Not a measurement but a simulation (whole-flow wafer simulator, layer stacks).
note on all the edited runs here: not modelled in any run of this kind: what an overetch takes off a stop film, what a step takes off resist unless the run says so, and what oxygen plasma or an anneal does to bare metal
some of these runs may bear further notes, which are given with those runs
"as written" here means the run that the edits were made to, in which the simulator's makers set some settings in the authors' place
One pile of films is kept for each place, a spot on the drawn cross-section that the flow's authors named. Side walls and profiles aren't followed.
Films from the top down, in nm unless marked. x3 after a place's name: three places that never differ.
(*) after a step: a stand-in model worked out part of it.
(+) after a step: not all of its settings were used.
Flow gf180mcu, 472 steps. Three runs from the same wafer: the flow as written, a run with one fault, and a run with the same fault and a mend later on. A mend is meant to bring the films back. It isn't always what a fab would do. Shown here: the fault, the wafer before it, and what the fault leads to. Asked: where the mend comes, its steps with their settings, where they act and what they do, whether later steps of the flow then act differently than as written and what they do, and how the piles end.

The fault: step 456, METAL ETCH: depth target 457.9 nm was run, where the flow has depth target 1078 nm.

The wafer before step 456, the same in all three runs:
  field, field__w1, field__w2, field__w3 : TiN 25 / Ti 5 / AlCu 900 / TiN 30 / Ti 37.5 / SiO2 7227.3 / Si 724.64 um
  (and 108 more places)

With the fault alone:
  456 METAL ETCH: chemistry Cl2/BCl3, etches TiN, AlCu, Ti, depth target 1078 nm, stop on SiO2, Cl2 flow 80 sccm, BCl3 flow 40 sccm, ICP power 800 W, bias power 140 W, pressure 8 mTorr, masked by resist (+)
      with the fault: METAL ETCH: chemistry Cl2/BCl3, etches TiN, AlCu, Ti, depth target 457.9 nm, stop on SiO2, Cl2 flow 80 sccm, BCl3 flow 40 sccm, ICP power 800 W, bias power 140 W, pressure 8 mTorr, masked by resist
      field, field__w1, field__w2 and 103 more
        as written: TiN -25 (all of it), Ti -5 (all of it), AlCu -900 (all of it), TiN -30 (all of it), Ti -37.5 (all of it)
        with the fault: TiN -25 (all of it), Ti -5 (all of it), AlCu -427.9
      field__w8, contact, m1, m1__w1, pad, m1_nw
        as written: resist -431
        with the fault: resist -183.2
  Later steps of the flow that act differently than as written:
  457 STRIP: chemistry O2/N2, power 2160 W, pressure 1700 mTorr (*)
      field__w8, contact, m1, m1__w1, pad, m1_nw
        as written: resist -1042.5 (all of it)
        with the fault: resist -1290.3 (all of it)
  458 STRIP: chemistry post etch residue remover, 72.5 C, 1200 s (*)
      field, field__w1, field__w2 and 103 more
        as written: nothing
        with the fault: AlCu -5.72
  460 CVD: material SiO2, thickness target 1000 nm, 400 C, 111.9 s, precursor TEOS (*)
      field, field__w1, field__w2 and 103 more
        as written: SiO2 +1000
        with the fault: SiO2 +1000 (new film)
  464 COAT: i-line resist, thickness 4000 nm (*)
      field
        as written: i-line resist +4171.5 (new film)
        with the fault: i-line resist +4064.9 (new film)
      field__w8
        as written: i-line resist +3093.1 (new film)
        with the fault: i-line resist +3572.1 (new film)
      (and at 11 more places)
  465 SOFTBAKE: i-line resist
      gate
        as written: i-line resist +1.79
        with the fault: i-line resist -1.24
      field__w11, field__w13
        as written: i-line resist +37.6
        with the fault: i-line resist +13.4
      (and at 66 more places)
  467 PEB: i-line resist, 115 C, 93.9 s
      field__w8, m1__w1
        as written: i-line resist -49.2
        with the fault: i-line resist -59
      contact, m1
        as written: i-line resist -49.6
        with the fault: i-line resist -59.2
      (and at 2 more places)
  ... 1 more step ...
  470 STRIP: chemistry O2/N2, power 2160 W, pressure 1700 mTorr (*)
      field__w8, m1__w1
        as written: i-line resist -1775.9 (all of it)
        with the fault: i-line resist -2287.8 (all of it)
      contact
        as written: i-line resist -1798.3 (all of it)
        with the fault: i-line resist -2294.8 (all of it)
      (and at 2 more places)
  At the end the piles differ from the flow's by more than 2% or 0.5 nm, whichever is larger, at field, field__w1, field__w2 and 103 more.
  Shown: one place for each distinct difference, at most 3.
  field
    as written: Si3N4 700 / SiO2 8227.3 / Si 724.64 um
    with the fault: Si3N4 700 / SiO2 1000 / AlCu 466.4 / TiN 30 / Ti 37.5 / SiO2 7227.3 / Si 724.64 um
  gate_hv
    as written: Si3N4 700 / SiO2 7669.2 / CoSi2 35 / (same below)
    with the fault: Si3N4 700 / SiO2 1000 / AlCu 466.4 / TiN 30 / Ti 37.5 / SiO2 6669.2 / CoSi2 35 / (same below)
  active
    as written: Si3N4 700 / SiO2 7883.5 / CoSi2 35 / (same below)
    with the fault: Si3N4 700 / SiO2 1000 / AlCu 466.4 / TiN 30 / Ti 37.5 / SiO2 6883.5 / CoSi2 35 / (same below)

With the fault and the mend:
  The mend comes after step 456.
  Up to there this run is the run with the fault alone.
  456a METAL ETCH: chemistry Cl2/BCl3, etches TiN, AlCu, Ti, depth target 619.6 nm, stop on SiO2, Cl2 flow 80 sccm, BCl3 flow 40 sccm, ICP power 800 W, bias power 140 W, pressure 8 mTorr, masked by resist (+) (the flow's step 456 once more, with other settings)
      field, field__w1, field__w2 and 103 more
        AlCu -472.1 (all of it), TiN -30 (all of it), Ti -37.5 (all of it)
      field__w8, contact, m1, m1__w1, pad, m1_nw
        resist -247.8
  No later step of the flow acts differently than as written at any place that is followed.
  At the end the piles are the same as the flow's at every place that both follow.
